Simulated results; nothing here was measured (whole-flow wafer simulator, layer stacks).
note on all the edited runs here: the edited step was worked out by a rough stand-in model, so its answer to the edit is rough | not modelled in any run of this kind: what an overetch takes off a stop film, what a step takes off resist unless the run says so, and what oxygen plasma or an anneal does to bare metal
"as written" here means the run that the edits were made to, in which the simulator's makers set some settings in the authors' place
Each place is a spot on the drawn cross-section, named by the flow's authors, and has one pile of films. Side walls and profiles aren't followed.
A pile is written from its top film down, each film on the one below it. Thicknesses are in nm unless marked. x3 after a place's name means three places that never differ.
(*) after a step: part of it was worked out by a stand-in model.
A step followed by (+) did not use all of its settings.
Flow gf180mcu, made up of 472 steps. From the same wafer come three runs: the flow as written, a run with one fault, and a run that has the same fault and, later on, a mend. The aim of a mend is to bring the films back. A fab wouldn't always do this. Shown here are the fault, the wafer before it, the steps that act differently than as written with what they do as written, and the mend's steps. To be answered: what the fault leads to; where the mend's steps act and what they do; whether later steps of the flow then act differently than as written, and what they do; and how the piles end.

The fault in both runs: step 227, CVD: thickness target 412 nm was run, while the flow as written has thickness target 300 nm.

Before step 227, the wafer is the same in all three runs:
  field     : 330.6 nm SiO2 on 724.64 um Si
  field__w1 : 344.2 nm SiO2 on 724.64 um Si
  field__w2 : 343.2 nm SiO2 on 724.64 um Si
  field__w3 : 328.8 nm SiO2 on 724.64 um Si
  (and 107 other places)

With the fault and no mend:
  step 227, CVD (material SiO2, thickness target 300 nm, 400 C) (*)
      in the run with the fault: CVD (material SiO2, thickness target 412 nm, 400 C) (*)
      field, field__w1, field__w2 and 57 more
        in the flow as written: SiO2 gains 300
        in the run with the fault: SiO2 gains 412
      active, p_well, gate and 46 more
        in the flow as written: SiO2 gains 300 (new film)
        in the run with the fault: SiO2 gains 412 (new film)
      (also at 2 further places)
  Steps further on in the flow that do not act as written (2 more steps, not shown, differ only slightly: by at most 2% or 0.5 nm, whichever is larger):
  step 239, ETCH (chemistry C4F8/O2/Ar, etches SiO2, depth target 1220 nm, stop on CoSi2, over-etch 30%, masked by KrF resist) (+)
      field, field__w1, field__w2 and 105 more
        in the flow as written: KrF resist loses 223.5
        in the run with the fault: KrF resist loses 244
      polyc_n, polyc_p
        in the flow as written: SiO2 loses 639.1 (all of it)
        in the run with the fault: SiO2 loses 751.1 (all of it)
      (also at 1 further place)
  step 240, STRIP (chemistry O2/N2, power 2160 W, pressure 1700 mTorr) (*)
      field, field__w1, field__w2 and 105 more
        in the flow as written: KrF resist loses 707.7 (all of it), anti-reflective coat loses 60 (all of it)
        in the run with the fault: KrF resist loses 687.2 (all of it), anti-reflective coat loses 60 (all of it)
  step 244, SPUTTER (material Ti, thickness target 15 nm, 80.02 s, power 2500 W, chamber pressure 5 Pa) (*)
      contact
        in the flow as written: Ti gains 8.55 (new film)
        in the run with the fault: Ti gains 8.01 (new film)
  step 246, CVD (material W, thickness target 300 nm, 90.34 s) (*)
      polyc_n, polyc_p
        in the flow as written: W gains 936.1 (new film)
        in the run with the fault: W gains 1048.1 (new film)
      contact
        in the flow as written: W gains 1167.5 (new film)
        in the run with the fault: W gains 1280.4 (new film)
  At field__w8, contact, m1 and 6 more, the piles at the end differ from the flow's by more than 2% or 0.5 nm, whichever is larger.
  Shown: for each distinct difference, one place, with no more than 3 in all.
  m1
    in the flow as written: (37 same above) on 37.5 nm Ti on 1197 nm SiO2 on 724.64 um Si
    in the run with the fault: (37 same above) on 37.5 nm Ti on 1309 nm SiO2 on 724.64 um Si
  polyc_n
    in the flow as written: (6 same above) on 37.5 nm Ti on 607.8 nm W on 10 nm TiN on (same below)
    in the run with the fault: (6 same above) on 37.5 nm Ti on 719.8 nm W on 10 nm TiN on (same below)
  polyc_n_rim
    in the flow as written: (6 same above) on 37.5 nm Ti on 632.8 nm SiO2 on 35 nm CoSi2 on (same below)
    in the run with the fault: (6 same above) on 37.5 nm Ti on 744.8 nm SiO2 on 35 nm CoSi2 on (same below)

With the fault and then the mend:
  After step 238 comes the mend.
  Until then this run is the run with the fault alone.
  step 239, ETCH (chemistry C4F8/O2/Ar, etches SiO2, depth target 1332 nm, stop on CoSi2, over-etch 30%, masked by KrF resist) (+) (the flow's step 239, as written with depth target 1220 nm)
      field, field__w1, field__w2 and 105 more
        KrF resist loses 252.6
      polyc_n, polyc_p
        SiO2 loses 751.1 (all of it)
      contact
        SiO2 loses 971.5 (all of it)
  Steps further on in the flow that do not act as written (1 more step, not shown, differs only slightly: by at most 2% or 0.5 nm, whichever is larger):
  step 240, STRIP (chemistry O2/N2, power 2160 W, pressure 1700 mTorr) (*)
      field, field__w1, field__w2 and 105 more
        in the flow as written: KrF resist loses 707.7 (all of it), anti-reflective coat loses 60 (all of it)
        in the run with the mend: KrF resist loses 678.6 (all of it), anti-reflective coat loses 60 (all of it)
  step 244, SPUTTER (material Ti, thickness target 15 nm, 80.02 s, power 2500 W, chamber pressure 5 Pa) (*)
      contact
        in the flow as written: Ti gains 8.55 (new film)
        in the run with the mend: Ti gains 8.01 (new film)
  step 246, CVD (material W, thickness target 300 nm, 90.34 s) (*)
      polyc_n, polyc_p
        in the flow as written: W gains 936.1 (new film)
        in the run with the mend: W gains 1048.1 (new film)
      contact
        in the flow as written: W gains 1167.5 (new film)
        in the run with the mend: W gains 1280.4 (new film)
  At field__w8, contact, m1 and 6 more, the piles at the end differ from the flow's by more than 2% or 0.5 nm, whichever is larger.
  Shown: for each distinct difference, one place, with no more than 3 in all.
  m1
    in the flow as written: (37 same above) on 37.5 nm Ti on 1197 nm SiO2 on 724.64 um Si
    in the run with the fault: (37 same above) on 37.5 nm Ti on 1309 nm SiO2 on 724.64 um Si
    in the run with the mend: (37 same above) on 37.5 nm Ti on 1309 nm SiO2 on 724.64 um Si
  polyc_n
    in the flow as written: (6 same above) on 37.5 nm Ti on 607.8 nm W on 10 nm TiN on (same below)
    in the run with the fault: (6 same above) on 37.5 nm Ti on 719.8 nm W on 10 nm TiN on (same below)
    in the run with the mend: (6 same above) on 37.5 nm Ti on 719.8 nm W on 10 nm TiN on (same below)
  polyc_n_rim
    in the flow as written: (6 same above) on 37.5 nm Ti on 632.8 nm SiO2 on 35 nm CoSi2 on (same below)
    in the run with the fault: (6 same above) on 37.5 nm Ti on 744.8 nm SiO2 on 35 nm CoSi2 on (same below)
    in the run with the mend: (6 same above) on 37.5 nm Ti on 744.8 nm SiO2 on 35 nm CoSi2 on (same below)
